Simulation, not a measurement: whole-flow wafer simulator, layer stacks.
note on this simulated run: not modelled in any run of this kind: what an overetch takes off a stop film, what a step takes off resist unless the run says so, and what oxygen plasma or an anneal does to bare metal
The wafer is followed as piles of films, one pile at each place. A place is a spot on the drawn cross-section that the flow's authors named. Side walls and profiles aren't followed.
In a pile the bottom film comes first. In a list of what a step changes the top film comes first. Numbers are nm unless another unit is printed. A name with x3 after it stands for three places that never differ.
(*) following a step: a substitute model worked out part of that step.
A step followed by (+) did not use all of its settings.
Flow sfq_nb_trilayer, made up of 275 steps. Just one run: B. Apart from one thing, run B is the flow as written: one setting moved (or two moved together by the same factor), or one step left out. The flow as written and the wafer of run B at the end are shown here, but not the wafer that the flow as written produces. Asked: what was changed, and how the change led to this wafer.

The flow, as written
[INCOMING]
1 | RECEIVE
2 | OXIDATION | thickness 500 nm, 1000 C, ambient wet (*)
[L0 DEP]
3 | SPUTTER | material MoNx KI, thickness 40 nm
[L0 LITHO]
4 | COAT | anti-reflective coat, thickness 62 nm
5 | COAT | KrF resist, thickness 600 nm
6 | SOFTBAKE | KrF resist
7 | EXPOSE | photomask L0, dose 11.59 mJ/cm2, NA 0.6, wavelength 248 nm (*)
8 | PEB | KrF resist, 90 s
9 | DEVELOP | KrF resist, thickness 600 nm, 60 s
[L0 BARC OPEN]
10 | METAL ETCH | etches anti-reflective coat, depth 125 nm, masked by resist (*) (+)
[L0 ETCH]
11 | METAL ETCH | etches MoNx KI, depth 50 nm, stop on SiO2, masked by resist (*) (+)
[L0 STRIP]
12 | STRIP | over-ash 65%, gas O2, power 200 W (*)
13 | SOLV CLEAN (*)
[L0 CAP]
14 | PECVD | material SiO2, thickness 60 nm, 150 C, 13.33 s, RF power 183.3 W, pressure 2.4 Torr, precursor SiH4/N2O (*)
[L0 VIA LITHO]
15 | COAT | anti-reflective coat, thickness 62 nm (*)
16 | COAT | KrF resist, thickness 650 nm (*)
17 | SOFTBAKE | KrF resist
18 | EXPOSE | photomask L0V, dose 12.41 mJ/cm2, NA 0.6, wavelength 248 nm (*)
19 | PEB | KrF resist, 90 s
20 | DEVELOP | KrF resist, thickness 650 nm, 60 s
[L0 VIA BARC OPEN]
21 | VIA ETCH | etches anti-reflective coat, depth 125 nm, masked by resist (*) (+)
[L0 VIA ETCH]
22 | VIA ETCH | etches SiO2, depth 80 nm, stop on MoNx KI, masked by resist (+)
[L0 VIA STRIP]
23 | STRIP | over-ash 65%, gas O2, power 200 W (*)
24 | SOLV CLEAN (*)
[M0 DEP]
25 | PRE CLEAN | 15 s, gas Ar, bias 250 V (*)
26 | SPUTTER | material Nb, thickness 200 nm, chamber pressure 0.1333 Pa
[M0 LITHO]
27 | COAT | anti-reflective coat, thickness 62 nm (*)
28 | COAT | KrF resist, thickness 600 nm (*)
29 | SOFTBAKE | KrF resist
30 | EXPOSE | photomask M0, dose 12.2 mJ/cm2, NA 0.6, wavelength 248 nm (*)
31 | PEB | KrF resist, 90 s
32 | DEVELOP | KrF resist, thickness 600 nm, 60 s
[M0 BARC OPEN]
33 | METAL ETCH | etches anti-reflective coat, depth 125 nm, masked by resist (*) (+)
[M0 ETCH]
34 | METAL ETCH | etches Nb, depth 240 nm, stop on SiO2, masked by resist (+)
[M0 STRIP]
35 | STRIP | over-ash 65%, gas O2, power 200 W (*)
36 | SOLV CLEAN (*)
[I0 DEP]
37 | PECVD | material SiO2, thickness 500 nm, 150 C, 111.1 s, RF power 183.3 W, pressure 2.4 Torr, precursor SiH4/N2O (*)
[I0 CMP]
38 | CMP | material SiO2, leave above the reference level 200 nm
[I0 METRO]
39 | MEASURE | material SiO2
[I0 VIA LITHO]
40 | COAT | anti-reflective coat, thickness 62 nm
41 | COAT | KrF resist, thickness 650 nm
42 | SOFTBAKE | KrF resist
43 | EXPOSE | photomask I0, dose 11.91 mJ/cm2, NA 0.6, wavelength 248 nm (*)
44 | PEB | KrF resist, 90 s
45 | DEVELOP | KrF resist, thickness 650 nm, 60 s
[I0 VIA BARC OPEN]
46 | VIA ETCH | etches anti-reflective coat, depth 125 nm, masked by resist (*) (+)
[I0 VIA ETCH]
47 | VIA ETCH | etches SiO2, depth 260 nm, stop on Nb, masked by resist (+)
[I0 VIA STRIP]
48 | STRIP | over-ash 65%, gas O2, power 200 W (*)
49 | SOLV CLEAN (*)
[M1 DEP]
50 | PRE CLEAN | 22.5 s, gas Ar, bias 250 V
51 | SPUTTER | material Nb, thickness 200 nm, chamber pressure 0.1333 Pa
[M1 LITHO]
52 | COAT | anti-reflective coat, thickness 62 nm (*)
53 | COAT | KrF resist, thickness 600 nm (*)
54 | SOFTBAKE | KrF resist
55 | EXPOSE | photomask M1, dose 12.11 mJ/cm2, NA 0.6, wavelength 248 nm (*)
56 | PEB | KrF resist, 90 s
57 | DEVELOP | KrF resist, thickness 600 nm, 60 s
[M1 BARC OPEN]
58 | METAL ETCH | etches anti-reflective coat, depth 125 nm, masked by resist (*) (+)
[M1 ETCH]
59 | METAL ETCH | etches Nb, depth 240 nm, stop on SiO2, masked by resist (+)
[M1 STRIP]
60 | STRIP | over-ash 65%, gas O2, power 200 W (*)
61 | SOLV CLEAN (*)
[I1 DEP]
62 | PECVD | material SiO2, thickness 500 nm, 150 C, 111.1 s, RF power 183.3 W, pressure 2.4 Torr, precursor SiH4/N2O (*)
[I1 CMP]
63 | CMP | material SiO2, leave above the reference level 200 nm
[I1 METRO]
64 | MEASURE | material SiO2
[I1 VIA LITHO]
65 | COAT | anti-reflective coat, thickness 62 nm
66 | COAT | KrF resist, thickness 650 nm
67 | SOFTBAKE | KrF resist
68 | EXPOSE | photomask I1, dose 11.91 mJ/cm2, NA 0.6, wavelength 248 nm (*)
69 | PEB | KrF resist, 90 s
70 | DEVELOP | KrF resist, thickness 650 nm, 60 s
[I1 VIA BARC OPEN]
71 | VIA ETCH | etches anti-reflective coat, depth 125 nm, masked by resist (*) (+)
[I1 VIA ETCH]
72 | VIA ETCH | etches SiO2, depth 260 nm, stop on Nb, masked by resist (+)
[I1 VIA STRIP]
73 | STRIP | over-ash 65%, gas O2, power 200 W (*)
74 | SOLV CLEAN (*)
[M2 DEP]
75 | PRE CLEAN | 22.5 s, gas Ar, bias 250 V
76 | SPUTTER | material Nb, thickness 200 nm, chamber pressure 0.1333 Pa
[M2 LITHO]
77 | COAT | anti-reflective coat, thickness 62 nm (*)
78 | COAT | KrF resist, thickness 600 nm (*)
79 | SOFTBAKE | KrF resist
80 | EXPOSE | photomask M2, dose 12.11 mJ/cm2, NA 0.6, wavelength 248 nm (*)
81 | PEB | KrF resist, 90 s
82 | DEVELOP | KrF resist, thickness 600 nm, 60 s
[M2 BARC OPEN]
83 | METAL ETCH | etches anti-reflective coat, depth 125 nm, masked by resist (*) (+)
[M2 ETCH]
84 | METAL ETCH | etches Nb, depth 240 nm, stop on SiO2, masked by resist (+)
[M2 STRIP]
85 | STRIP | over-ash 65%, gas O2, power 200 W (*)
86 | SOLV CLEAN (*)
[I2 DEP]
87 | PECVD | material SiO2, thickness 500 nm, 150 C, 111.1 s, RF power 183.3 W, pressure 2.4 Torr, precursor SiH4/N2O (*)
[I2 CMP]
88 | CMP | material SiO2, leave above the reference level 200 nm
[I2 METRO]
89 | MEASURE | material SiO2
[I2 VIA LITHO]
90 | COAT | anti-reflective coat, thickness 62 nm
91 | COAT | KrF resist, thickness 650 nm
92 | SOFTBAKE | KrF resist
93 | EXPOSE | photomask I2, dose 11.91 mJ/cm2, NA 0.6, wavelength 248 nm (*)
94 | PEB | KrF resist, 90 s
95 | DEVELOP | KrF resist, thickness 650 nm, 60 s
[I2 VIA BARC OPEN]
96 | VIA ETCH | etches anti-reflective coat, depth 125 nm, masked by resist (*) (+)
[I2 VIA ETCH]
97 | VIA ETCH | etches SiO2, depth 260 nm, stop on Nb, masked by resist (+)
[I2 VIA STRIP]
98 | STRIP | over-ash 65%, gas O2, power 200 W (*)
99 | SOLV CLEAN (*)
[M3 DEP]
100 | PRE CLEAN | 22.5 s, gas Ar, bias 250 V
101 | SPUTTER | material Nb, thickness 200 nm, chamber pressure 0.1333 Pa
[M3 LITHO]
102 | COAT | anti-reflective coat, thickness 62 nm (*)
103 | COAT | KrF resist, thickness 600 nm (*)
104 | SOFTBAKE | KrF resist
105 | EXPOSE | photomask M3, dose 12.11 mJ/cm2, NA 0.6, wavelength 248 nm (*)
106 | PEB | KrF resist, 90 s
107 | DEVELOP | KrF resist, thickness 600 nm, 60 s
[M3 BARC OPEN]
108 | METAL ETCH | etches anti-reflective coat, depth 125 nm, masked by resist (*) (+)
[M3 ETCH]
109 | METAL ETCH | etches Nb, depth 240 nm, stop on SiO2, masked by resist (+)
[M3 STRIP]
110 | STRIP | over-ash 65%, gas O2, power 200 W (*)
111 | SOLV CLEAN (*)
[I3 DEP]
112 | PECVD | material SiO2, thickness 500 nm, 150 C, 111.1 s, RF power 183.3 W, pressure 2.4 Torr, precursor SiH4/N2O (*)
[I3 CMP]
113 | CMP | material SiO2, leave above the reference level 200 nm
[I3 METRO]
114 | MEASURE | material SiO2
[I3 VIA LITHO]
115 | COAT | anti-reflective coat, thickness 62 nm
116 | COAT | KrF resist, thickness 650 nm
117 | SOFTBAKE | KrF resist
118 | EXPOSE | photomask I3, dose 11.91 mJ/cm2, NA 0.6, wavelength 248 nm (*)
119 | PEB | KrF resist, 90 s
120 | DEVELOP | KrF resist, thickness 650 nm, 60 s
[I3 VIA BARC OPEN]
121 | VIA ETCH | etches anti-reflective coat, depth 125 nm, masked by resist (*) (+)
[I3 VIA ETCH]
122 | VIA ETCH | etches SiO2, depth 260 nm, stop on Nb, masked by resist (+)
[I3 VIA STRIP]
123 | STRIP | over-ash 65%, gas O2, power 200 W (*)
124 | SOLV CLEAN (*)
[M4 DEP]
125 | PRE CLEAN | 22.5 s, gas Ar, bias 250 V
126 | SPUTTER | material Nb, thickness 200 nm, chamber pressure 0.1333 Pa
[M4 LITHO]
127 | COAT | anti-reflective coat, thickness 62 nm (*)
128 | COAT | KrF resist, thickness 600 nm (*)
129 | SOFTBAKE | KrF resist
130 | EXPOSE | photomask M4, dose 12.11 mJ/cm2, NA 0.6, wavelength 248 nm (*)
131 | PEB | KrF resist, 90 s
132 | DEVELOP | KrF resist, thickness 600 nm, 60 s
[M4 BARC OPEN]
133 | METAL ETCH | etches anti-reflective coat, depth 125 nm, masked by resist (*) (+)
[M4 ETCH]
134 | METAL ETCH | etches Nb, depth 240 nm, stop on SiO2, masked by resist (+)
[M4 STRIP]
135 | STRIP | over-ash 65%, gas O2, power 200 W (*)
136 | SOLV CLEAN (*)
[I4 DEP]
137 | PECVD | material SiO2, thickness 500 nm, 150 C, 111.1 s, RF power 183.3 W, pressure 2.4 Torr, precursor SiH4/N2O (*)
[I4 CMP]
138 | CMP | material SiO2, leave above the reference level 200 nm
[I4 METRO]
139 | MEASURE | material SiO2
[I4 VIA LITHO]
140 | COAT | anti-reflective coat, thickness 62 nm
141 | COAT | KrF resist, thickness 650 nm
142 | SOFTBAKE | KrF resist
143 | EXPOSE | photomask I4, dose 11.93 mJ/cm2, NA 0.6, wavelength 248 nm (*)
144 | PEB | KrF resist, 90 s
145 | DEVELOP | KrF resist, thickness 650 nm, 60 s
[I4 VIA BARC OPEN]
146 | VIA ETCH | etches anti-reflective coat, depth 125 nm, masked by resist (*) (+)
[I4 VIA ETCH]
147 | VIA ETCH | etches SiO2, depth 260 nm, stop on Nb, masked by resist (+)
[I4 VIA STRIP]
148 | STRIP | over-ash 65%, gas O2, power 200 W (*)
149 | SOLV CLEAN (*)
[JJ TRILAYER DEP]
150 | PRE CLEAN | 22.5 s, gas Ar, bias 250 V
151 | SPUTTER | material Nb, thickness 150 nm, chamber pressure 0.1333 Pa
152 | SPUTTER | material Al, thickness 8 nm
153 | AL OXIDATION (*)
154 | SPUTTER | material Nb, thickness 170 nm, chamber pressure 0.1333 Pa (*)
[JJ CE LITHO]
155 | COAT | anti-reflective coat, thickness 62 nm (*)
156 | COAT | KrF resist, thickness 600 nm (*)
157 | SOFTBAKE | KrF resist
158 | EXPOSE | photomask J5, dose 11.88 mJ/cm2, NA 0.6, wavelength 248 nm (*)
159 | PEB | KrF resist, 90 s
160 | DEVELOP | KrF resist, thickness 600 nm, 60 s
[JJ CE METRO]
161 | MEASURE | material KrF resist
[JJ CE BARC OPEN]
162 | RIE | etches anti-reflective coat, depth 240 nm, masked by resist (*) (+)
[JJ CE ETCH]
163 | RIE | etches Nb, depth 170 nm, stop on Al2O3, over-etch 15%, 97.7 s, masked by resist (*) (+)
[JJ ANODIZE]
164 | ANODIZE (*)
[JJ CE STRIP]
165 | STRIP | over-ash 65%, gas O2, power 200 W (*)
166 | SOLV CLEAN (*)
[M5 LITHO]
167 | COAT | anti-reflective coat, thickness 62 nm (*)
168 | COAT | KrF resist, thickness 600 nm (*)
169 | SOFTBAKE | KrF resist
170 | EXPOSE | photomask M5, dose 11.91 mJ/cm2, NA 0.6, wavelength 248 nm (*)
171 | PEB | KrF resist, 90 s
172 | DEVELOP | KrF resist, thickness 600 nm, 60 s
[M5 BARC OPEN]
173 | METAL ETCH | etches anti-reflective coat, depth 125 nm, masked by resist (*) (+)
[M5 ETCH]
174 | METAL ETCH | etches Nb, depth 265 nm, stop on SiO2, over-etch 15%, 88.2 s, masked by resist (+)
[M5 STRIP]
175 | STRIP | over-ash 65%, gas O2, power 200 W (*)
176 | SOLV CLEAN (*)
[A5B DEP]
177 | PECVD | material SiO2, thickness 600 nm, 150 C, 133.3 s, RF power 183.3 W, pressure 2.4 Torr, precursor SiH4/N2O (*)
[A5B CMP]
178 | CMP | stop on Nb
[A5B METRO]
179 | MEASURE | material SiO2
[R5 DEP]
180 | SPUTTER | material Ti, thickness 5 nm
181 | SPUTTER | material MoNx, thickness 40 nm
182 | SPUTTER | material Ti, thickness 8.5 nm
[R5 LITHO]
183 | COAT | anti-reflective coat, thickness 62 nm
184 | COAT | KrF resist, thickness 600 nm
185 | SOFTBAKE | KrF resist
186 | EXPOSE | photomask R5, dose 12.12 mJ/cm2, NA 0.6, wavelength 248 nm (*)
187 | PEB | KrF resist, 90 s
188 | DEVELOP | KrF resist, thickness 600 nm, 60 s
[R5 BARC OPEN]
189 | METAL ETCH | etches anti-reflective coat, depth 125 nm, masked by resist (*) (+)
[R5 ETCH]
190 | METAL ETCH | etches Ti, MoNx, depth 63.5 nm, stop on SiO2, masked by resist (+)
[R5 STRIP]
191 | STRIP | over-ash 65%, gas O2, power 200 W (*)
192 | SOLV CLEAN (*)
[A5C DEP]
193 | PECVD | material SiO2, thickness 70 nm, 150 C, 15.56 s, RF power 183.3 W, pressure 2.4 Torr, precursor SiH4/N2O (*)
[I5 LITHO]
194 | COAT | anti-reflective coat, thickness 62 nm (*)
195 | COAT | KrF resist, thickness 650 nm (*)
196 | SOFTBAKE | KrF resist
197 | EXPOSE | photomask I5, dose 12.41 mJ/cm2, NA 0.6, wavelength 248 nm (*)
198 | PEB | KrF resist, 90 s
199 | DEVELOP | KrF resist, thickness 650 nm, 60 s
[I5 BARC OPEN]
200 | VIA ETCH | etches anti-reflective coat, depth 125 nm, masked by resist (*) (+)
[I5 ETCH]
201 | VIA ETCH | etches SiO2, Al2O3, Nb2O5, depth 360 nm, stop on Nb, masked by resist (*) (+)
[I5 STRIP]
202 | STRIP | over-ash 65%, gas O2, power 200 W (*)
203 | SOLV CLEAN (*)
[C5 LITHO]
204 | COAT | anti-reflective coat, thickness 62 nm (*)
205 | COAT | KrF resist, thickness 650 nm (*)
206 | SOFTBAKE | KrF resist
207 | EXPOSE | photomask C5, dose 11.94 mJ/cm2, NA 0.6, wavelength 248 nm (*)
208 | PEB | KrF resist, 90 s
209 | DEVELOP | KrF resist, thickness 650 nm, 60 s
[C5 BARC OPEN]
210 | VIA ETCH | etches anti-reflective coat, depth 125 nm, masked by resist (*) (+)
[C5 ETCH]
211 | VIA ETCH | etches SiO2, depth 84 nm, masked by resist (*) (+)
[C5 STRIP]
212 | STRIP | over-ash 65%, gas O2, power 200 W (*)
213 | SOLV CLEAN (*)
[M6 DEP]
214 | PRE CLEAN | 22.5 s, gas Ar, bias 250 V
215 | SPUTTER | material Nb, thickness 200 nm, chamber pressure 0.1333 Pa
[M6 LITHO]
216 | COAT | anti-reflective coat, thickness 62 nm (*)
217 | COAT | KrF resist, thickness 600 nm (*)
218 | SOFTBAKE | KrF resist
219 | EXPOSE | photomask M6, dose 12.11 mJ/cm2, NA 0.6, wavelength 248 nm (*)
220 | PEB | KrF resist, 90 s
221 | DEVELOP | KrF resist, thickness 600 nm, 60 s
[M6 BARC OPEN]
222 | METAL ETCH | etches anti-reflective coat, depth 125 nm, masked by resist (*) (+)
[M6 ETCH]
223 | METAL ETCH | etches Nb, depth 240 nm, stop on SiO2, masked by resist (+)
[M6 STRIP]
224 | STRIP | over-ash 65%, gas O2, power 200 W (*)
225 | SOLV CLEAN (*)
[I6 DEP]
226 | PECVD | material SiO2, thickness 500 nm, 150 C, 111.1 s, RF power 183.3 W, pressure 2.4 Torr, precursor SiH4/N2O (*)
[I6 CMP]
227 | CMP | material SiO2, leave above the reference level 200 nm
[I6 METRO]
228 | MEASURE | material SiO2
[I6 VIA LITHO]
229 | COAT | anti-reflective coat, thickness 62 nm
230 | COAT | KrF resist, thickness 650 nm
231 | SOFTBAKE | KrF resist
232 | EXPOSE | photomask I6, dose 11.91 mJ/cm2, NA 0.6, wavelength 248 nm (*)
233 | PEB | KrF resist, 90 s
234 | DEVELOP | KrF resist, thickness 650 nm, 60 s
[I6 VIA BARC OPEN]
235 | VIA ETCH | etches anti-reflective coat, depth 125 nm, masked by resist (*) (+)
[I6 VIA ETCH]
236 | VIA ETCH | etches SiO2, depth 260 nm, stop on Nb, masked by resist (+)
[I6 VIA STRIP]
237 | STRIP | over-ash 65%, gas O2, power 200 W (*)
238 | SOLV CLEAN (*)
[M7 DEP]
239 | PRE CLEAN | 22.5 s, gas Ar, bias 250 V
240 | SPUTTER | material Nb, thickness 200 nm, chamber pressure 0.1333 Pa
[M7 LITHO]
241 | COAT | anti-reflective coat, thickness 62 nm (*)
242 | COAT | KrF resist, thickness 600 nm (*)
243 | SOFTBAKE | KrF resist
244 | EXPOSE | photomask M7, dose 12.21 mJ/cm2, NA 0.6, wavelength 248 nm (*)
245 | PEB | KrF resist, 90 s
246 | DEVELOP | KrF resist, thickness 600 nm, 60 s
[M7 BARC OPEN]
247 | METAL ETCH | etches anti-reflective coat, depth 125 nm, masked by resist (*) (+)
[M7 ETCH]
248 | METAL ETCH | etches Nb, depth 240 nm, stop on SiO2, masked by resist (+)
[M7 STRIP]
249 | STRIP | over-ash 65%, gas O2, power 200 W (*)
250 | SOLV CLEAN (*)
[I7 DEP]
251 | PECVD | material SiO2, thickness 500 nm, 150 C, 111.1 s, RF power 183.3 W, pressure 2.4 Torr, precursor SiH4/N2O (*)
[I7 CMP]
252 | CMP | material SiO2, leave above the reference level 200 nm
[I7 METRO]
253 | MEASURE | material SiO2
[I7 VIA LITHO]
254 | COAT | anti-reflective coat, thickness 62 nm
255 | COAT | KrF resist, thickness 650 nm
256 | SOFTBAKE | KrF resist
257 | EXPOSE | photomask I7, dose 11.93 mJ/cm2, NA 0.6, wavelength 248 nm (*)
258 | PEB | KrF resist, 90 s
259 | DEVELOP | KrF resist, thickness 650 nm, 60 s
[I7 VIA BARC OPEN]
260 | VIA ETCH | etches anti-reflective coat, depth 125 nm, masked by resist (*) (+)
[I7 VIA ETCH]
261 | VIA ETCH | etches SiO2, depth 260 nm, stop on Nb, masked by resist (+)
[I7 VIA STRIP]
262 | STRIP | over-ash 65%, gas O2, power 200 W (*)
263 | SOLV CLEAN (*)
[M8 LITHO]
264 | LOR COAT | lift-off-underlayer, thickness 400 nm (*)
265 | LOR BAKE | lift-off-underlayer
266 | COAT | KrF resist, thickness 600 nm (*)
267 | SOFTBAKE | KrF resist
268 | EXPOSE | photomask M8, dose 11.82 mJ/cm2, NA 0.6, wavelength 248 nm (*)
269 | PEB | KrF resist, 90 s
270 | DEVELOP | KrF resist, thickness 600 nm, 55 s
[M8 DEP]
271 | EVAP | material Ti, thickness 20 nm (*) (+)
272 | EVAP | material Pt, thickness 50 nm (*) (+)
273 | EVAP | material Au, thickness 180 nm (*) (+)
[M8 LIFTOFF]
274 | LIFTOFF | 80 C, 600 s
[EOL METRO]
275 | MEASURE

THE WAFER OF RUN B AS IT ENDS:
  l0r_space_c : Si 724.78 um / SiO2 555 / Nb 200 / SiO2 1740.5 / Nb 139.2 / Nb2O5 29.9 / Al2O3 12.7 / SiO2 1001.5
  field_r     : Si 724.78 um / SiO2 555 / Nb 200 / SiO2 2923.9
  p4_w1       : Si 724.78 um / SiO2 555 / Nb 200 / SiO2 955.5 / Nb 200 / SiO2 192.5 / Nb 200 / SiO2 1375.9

The reason: step 88, CMP: leave above the reference level 178 nm was run, whereas the flow has leave above the reference level 200 nm.

Step by step, how the change led to this:
  88 | CMP | material SiO2, leave above the reference level 200 nm
      field_l, be, be_sur and 81 more: SiO2 loses 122 (in the flow as written it would be: SiO2 loses 100)
      v_sur, via_wl, via_w and 18 more: SiO2 loses 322 (in the flow as written it would be: SiO2 loses 300)
      (as well as at 1 more place)
  97 | VIA ETCH | etches SiO2, depth 260 nm, stop on Nb, masked by resist (+)
      via_w: SiO2 loses 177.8 (all of it) (in the flow as written it would be: SiO2 loses 199.8 (all of it))
  101 | SPUTTER | material Nb, thickness 200 nm, chamber pressure 0.1333 Pa
      via_w: Nb gains 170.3 (in the flow as written it would be: Nb gains 165.5)
  102 | COAT | anti-reflective coat, thickness 62 nm (*)
      via_wl, via_wr: anti-reflective coat gains 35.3 (new film) (in the flow as written it would be: anti-reflective coat gains 34.2 (new film))
      via_w: anti-reflective coat gains 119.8 (new film) (in the flow as written it would be: anti-reflective coat gains 124.8 (new film))
  103 | COAT | KrF resist, thickness 600 nm (*)
      via_w: KrF resist gains 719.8 (new film) (in the flow as written it would be: KrF resist gains 737.9 (new film))
  110 | STRIP | over-ash 65%, gas O2, power 200 W (*)
      via_wl, via_wr: KrF resist loses 386 (all of it), anti-reflective coat loses 35.3 (all of it) (in the flow as written it would be: KrF resist loses 384.2 (all of it), anti-reflective coat loses 34.2 (all of it))
      via_w: KrF resist loses 501.9 (all of it), anti-reflective coat loses 119.8 (all of it) (in the flow as written it would be: KrF resist loses 520 (all of it), anti-reflective coat loses 124.8 (all of it))
  112 | PECVD | material SiO2, thickness 500 nm, 150 C, 111.1 s, RF power 183.3 W, pressure 2.4 Torr, precursor SiH4/N2O (*)
      via_w: SiO2 gains 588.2 (new film) (in the flow as written it would be: SiO2 gains 615 (new film))
